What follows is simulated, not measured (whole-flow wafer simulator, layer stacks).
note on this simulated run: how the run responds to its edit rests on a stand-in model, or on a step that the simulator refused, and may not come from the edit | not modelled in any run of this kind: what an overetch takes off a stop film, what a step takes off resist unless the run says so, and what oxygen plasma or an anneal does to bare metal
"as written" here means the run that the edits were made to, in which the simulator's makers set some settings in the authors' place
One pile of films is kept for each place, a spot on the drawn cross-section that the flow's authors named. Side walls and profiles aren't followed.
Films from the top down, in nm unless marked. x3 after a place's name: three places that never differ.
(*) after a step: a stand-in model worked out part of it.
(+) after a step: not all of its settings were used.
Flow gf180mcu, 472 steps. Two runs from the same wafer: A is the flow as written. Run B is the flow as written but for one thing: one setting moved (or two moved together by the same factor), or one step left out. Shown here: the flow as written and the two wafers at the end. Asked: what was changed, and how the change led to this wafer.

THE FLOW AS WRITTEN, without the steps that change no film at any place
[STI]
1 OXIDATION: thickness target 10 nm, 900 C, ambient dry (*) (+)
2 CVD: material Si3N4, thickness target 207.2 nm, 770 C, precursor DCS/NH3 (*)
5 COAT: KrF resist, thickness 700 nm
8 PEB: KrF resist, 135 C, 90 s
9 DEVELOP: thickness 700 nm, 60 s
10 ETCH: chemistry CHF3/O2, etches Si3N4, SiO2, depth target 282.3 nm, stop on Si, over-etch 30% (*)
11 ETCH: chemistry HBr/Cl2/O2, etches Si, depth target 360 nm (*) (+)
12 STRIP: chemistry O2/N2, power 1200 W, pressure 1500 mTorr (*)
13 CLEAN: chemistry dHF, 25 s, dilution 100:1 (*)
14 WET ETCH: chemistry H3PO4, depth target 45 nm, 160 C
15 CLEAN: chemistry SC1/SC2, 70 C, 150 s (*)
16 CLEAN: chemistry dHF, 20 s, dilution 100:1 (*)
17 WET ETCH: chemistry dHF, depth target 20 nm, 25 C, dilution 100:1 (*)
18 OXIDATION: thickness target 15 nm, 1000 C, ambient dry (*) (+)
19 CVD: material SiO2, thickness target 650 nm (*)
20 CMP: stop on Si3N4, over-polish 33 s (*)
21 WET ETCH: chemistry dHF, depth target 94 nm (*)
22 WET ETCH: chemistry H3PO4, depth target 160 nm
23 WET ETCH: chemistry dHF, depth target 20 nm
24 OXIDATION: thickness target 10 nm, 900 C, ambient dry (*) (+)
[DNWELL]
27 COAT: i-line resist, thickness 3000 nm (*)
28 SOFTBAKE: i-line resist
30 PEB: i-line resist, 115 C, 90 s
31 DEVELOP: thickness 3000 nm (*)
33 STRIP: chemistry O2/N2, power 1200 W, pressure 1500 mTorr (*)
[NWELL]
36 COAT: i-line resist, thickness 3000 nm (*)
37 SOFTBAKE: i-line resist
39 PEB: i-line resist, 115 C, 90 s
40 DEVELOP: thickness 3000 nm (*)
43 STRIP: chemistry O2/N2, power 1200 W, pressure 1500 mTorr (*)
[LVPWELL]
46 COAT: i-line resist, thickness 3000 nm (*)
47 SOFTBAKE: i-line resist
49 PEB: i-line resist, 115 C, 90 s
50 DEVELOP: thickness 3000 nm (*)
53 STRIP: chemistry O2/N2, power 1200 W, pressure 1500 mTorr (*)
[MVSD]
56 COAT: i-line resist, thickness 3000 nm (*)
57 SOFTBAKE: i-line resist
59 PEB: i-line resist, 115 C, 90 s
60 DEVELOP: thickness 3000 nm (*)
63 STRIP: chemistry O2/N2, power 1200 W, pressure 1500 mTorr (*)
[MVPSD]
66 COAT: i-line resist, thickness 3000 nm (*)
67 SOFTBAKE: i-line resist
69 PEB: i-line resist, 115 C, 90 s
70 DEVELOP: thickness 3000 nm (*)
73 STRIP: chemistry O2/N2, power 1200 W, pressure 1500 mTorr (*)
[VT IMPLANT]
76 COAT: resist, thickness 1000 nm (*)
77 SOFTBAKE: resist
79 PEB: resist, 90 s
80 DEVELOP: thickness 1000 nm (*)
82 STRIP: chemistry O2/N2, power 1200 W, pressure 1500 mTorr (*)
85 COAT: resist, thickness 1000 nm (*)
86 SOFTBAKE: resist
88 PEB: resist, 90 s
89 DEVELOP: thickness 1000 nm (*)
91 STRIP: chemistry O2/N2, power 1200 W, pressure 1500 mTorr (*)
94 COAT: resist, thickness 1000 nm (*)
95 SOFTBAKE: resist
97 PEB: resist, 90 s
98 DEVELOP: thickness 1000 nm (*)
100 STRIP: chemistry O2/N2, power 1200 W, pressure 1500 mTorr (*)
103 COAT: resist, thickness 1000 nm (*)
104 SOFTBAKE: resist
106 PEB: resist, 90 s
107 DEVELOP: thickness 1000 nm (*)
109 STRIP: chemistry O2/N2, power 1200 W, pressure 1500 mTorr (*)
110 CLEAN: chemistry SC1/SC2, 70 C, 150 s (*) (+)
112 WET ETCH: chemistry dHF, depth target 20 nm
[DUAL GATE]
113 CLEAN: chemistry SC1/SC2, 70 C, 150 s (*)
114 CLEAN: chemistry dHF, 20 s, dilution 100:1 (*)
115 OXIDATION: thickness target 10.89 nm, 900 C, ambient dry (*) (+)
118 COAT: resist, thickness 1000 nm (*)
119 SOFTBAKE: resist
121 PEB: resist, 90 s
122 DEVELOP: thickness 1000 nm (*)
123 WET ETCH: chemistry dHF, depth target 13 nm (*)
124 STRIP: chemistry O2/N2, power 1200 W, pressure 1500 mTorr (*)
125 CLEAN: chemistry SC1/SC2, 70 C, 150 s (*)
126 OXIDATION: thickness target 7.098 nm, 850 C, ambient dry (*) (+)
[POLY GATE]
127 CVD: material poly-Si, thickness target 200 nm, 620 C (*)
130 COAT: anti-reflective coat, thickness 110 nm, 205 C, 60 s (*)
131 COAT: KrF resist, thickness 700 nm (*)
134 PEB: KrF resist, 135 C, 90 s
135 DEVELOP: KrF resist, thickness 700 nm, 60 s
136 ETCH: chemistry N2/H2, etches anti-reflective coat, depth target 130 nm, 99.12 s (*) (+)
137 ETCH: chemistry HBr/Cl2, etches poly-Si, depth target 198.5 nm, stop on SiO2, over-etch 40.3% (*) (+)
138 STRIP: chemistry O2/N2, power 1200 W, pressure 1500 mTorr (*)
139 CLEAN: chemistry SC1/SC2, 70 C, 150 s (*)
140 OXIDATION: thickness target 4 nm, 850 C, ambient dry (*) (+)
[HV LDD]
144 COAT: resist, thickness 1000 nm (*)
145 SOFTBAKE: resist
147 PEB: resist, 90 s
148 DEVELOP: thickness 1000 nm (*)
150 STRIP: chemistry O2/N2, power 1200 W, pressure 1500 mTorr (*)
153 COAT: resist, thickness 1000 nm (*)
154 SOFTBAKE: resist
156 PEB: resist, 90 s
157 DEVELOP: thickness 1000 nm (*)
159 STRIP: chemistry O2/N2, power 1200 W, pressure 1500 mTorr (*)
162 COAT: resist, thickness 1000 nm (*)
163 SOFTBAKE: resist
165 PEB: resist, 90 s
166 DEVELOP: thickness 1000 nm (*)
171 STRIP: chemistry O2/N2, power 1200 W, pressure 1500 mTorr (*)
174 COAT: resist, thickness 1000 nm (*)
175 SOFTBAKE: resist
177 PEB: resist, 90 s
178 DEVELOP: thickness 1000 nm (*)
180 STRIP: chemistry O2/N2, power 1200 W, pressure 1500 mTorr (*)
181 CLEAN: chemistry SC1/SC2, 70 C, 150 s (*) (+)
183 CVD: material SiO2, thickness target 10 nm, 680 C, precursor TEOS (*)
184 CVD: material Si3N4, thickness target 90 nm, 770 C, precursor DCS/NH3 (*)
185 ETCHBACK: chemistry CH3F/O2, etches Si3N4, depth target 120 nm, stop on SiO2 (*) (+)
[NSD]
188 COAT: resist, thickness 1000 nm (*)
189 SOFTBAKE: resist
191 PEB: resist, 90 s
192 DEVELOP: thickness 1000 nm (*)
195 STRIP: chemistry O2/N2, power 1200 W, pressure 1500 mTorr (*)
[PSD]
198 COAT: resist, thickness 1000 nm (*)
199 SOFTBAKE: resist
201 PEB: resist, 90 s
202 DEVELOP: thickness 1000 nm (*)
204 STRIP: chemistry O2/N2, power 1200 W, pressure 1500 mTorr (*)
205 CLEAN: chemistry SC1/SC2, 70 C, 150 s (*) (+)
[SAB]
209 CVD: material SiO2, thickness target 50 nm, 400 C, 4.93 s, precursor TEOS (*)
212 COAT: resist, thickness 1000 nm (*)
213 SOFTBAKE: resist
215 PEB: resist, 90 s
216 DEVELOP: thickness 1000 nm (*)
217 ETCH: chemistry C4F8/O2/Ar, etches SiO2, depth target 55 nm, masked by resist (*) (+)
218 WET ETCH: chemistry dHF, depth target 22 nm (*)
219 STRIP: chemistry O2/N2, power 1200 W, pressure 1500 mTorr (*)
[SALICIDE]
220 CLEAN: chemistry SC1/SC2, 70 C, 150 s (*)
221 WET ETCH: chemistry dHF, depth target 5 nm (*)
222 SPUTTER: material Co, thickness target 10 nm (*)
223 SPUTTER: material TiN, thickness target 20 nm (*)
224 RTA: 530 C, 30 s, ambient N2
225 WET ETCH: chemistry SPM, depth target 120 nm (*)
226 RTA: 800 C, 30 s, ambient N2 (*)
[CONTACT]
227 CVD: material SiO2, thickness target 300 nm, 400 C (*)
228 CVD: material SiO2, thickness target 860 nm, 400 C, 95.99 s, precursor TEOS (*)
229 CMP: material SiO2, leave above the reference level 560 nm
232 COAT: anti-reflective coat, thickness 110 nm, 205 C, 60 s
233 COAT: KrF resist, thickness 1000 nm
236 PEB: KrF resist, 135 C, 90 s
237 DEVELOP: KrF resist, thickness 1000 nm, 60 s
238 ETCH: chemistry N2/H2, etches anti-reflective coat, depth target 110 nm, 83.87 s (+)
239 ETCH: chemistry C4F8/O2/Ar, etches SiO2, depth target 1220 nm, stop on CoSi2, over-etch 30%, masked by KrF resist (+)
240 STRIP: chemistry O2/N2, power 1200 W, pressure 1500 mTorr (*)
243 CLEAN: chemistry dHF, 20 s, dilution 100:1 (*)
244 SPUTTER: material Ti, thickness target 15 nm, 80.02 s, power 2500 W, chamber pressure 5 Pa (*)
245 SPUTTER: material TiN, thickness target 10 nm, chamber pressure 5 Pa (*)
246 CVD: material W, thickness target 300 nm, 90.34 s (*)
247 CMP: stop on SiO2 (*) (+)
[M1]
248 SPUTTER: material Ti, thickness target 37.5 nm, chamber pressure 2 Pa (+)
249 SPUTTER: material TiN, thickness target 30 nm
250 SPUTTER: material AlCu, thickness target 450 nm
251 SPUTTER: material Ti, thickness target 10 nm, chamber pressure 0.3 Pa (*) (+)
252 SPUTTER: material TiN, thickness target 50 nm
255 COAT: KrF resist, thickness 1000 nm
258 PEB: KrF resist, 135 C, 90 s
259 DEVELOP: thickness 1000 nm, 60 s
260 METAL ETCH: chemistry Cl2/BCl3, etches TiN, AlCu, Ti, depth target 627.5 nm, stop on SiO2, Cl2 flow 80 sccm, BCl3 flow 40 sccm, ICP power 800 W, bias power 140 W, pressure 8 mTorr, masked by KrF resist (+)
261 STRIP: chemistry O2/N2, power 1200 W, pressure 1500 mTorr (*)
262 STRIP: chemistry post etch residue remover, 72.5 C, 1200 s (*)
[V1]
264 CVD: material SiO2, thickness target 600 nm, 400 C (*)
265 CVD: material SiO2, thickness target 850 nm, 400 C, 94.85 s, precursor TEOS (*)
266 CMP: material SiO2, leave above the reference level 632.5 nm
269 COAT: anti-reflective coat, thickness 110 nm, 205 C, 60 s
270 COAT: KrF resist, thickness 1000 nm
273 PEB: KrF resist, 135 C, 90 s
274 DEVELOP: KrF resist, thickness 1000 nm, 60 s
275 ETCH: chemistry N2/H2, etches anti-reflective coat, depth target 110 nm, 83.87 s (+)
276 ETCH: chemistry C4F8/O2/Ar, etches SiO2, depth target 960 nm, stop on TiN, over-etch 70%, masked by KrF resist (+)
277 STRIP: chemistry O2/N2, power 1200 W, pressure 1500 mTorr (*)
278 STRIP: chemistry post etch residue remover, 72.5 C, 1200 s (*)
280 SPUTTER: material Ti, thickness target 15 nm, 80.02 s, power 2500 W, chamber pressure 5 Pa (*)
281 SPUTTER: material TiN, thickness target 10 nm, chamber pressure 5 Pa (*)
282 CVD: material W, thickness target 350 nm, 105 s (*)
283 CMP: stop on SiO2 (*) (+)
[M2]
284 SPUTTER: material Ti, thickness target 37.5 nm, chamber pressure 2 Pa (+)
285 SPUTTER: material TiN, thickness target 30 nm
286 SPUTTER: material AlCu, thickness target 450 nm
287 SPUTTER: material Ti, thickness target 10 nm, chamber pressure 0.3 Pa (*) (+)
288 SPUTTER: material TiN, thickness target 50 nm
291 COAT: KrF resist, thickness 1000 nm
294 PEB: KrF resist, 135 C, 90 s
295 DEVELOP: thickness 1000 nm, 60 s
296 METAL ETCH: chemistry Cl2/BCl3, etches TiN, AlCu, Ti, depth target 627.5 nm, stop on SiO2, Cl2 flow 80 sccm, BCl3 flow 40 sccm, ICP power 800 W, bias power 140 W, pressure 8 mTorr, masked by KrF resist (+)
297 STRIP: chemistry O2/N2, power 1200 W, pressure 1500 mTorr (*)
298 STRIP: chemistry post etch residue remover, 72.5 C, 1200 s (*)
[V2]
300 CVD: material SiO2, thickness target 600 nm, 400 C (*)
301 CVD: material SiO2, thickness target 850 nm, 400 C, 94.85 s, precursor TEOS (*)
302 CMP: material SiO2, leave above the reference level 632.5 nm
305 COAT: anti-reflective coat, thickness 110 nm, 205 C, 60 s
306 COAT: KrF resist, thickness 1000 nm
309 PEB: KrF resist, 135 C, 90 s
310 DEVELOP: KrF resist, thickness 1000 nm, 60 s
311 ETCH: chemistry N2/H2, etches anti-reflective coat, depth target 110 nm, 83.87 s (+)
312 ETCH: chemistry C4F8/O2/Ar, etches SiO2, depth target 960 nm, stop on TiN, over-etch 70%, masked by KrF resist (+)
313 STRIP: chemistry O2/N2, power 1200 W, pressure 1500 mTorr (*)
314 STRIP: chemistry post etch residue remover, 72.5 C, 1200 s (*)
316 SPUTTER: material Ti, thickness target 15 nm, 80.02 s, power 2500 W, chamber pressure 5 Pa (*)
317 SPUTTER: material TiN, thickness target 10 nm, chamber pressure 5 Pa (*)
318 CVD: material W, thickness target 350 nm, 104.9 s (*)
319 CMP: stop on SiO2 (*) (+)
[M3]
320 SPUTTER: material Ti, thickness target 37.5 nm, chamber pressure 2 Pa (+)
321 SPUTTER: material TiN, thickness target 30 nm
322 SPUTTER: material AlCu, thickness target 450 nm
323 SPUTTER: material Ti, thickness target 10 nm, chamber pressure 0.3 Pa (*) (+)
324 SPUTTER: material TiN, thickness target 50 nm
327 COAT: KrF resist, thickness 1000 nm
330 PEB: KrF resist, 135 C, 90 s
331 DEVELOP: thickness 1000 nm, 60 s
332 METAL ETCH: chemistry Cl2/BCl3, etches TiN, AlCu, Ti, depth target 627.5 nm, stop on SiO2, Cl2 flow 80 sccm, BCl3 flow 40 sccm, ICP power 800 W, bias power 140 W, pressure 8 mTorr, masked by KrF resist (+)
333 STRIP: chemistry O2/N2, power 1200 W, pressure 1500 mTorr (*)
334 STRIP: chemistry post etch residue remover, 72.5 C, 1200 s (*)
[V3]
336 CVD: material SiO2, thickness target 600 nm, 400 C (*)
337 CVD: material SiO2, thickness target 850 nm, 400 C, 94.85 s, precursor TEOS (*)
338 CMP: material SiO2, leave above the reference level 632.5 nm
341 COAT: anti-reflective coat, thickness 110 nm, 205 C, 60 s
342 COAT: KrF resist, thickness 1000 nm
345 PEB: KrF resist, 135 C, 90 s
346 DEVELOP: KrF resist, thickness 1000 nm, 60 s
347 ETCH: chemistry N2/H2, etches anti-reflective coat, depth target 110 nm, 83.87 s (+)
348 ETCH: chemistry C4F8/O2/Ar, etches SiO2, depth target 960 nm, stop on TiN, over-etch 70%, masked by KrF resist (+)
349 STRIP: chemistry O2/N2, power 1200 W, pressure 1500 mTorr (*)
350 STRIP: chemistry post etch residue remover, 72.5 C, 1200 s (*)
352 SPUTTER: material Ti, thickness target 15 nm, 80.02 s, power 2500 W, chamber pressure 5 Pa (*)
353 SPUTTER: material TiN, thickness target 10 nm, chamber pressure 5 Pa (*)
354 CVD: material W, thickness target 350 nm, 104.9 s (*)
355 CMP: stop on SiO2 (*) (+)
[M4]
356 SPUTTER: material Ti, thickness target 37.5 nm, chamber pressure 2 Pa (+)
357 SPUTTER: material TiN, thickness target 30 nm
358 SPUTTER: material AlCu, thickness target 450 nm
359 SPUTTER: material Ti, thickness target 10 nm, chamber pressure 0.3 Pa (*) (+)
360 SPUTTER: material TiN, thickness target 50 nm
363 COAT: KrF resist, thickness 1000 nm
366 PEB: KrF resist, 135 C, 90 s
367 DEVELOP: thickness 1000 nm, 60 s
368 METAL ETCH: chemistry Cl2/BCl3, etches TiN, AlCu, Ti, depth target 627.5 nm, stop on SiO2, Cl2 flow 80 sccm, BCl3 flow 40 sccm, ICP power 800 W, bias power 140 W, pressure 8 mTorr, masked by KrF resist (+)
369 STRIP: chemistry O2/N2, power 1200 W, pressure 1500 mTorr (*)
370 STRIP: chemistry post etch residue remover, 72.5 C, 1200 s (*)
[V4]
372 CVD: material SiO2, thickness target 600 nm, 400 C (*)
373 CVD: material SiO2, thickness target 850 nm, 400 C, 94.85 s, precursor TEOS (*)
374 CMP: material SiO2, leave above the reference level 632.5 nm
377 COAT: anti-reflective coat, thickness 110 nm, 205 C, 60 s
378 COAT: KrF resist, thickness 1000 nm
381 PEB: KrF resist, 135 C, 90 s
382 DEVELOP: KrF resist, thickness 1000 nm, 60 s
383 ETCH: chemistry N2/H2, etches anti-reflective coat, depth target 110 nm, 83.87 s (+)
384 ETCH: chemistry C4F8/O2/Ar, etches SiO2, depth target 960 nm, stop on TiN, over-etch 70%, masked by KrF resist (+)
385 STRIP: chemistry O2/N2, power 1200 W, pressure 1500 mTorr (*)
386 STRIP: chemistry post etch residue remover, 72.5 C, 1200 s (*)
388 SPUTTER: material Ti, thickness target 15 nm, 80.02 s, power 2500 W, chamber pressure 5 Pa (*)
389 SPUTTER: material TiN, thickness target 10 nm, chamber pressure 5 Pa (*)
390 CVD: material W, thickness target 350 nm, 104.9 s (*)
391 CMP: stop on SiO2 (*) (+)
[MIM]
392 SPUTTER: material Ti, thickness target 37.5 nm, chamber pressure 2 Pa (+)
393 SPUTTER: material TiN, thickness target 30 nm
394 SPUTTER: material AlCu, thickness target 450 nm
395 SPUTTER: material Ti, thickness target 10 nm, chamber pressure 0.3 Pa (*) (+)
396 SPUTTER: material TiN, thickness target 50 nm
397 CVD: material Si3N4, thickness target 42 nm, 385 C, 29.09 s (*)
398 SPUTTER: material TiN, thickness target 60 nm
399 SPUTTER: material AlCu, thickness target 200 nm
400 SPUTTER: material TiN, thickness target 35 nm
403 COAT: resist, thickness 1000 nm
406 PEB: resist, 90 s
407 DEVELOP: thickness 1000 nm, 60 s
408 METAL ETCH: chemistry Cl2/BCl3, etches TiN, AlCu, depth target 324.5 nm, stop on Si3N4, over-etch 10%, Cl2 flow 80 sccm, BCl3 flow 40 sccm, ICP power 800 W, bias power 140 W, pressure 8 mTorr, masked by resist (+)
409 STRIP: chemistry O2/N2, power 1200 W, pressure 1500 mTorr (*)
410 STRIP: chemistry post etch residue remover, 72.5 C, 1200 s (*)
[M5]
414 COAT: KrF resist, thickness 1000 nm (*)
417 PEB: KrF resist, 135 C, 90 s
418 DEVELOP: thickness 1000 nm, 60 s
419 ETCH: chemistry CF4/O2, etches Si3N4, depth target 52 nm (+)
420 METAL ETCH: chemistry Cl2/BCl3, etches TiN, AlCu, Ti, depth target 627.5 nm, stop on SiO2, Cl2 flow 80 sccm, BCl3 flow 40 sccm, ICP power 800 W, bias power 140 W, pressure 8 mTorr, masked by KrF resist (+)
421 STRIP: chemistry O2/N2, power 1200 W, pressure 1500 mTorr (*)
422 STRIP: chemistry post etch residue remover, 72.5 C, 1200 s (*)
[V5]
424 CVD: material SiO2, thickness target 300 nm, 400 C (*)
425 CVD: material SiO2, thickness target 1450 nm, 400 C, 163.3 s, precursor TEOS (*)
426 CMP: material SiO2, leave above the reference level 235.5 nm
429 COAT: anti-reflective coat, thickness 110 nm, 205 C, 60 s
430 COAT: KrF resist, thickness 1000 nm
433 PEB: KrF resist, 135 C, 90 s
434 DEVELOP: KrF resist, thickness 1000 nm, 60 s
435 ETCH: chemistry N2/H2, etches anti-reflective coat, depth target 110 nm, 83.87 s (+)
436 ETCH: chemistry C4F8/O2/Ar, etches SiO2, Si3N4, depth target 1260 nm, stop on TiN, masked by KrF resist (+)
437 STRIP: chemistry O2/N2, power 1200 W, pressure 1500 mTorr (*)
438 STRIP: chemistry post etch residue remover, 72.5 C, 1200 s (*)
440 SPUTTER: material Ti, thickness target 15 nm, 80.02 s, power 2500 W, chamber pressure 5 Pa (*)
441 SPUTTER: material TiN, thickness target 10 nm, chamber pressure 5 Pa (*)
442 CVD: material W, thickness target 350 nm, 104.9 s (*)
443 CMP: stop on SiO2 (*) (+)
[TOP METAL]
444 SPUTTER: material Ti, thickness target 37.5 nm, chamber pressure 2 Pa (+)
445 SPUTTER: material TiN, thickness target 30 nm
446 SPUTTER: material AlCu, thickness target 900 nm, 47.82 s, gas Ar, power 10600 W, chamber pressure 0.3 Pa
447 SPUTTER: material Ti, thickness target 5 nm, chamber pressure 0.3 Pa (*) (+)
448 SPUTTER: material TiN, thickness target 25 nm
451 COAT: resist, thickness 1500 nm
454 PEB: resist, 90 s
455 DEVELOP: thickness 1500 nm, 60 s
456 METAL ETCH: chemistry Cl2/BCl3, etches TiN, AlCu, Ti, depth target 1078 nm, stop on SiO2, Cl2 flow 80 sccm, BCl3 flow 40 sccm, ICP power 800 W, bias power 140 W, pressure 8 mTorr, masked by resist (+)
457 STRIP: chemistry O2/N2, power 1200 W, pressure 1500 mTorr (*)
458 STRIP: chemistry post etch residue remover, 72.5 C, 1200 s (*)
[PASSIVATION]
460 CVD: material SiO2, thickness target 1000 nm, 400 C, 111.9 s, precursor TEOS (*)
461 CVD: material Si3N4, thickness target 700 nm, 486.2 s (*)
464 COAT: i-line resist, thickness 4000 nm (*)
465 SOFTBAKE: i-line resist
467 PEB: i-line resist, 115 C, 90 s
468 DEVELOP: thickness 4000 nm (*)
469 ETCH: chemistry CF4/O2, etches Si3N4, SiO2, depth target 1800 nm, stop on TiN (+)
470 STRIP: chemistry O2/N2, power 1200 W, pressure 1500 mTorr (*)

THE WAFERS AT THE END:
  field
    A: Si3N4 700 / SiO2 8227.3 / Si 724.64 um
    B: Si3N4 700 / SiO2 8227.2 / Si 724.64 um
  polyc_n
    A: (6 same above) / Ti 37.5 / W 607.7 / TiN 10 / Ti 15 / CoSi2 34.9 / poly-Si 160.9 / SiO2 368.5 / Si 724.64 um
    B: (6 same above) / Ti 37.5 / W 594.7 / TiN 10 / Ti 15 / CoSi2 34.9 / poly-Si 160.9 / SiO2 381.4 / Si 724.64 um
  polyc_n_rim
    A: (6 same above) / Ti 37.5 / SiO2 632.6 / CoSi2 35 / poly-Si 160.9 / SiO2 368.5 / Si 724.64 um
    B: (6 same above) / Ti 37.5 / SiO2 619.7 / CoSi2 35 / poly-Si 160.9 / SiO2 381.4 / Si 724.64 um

The cause: step 23, WET ETCH: depth target 10 nm was run, where the flow has depth target 20 nm.

How the change led to this, step by step:
  23 WET ETCH: chemistry dHF, depth target 20 nm
      field, field_sub, sti and 34 more: A SiO2 -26 | B SiO2 -13
  28 SOFTBAKE: i-line resist
      n_well, nw_enc_fld_lv: A i-line resist +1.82 | B i-line resist +2.49
      field: A i-line resist +3.04 | B i-line resist +4.21
      (and at 45 more places)
  37 SOFTBAKE: i-line resist
      n_well, nw_enc_fld_lv: A i-line resist +1.82 | B i-line resist +2.49
      field: A i-line resist +3.04 | B i-line resist +4.21
      (and at 45 more places)
  47 SOFTBAKE: i-line resist
      n_well, nw_enc_fld_lv: A i-line resist +1.82 | B i-line resist +2.49
      field: A i-line resist +3.04 | B i-line resist +4.21
      (and at 45 more places)
  57 SOFTBAKE: i-line resist
      n_well, nw_enc_fld_lv: A i-line resist +1.82 | B i-line resist +2.49
      field: A i-line resist +3.04 | B i-line resist +4.21
      (and at 45 more places)
  67 SOFTBAKE: i-line resist
      n_well, nw_enc_fld_lv: A i-line resist +1.82 | B i-line resist +2.49
      field: A i-line resist +3.04 | B i-line resist +4.21
      (and at 45 more places)
  130 COAT: anti-reflective coat, thickness 110 nm, 205 C, 60 s (*)
      p_well, spacer, sd_n: A anti-reflective coat +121 (new film) | B anti-reflective coat +133.5 (new film)
      ld_body_p_dnw, vpnp_e: A anti-reflective coat +115.2 (new film) | B anti-reflective coat +122.7 (new film)
      (and at 69 more places)
  136 ETCH: chemistry N2/H2, etches anti-reflective coat, depth target 130 nm, 99.12 s (*) (+)
      p_well, spacer, sd_n: A anti-reflective coat -121 (all of it), poly-Si -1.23 | B anti-reflective coat -133.5 (all of it), poly-Si -0.91
      field: A anti-reflective coat -112.6 (all of it), poly-Si -1.45 | B anti-reflective coat -108.2 (all of it), poly-Si -1.56
      (and at 50 more places)
  138 STRIP: chemistry O2/N2, power 1200 W, pressure 1500 mTorr (*)
      gate: A chemical SiO2 +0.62 (new film), KrF resist -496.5 (all of it), anti-reflective coat -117 (all of it), poly-Si -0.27 | B chemical SiO2 +0.62 (new film), KrF resist -497.5 (all of it), anti-reflective coat -122.8 (all of it), poly-Si -0.27
      gate_hv: A chemical SiO2 +0.62 (new film), KrF resist -495.3 (all of it), anti-reflective coat -109.8 (all of it), poly-Si -0.27 | B chemical SiO2 +0.62 (new film), KrF resist -497.6 (all of it), anti-reflective coat -113.3 (all of it), poly-Si -0.27
      (and at 18 more places)
  189 SOFTBAKE: resist
      active_hv: A resist +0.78 | B resist +0.23
      active_nat: A resist +1.71 | B resist +2.7
  199 SOFTBAKE: resist
      active_hv: A resist +0.78 | B resist +0.23
      active_nat: A resist +1.71 | B resist +2.7
  209 CVD: material SiO2, thickness target 50 nm, 400 C, 4.93 s, precursor TEOS (*)
      active: A SiO2 +50 | B SiO2 +48.7
      ld_drn_p: A SiO2 +46 | B SiO2 +45
  218 WET ETCH: chemistry dHF, depth target 22 nm (*)
      active: A SiO2 -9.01 (all of it) | B SiO2 -7.68 (all of it)
      sd_p: A SiO2 -8.12 (all of it) | B SiO2 -7.19 (all of it)
      (and at 2 more places)
  223 SPUTTER: material TiN, thickness target 20 nm (*)
      ld_sd_n: A TiN +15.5 (new film) | B TiN +16.1 (new film)
      ld_acc_p: A TiN +20 (new film) | B TiN +19.4 (new film)
  225 WET ETCH: chemistry SPM, depth target 120 nm (*)
      ld_sd_n: A TiN -15.5 (all of it) | B TiN -16.1 (all of it)
      ld_acc_p: A TiN -20 (all of it) | B TiN -19.4 (all of it)
  226 RTA: 800 C, 30 s, ambient N2 (*)
      sd_p: A CoSi2 +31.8 (new film), CoSi -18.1 (all of it), Si -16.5 | B CoSi2 +31.1 (new film), CoSi -17.7 (all of it), Si -16.1
  ... 1 more step ...
  239 ETCH: chemistry C4F8/O2/Ar, etches SiO2, depth target 1220 nm, stop on CoSi2, over-etch 30%, masked by KrF resist (+)
      polyc_n, polyc_p: A SiO2 -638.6 (all of it) | B SiO2 -625.6 (all of it)
